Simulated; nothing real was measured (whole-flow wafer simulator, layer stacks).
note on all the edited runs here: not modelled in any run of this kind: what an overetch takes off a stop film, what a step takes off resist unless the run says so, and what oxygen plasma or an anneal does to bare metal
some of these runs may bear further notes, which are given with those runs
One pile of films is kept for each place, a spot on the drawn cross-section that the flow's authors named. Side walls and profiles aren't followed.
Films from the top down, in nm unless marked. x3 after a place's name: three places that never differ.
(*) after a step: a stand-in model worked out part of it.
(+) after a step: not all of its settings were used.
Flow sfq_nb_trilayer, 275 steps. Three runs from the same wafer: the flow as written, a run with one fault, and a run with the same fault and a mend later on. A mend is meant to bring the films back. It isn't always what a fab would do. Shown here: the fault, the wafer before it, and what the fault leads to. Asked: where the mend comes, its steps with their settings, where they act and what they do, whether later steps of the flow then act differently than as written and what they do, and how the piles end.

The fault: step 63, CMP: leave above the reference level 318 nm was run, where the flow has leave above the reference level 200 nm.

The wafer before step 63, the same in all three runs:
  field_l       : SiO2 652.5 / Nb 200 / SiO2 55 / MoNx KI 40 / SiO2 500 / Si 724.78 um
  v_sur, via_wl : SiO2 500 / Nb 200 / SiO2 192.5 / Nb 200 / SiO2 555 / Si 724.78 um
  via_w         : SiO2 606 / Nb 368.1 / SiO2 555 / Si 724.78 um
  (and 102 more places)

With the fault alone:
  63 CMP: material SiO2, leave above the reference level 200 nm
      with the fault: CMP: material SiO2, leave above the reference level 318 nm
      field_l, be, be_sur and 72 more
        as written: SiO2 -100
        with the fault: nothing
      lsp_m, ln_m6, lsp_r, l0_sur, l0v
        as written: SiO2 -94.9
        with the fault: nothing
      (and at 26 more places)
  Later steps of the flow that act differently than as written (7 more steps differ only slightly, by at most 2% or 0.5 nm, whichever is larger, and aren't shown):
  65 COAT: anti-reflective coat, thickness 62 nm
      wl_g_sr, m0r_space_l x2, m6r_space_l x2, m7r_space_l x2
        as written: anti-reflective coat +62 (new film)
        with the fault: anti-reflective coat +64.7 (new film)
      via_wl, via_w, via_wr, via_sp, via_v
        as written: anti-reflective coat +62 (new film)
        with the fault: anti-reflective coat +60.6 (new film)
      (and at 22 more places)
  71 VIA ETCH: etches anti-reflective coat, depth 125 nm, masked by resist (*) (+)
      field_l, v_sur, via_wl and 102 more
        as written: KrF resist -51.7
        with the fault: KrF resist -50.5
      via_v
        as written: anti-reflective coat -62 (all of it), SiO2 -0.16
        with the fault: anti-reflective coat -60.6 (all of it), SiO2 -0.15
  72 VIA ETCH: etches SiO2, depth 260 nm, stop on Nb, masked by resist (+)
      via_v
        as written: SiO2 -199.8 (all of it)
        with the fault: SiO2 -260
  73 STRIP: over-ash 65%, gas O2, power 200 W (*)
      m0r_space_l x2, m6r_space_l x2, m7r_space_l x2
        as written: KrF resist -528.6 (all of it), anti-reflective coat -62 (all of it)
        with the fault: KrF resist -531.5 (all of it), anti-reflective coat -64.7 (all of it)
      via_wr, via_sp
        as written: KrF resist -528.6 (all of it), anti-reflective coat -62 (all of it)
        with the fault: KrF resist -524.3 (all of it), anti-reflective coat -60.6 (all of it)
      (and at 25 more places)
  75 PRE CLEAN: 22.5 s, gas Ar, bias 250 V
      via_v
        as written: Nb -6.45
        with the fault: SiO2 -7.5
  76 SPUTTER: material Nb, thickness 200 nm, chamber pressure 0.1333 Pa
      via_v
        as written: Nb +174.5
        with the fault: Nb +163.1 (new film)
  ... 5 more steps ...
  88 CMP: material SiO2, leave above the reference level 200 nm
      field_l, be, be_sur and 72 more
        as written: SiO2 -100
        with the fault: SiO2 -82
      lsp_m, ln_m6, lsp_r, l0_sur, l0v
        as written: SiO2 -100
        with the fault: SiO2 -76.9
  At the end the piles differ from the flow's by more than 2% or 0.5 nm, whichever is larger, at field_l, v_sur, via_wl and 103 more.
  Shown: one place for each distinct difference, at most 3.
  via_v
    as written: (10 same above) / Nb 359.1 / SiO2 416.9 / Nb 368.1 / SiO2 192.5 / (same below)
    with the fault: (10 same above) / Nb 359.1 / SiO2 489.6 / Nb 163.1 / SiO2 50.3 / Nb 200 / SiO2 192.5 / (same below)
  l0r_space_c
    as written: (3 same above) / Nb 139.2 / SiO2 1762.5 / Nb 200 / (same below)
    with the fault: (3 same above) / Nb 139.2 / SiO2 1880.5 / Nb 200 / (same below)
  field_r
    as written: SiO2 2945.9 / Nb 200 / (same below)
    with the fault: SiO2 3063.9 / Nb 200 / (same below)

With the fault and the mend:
  The mend comes after step 64.
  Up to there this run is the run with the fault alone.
  64a CMP: material SiO2, leave above the reference level 200 nm (the flow's step 63 once more)
      field_l, be, be_sur and 72 more
        SiO2 -100
      v_sur, via_wl, via_w and 23 more
        SiO2 -118
      lsp_m, ln_m6, lsp_r, l0_sur, l0v
        SiO2 -94.9
  No later step of the flow acts differently than as written at any place that is followed.
  At the end the piles are the same as the flow's at every place that both follow.
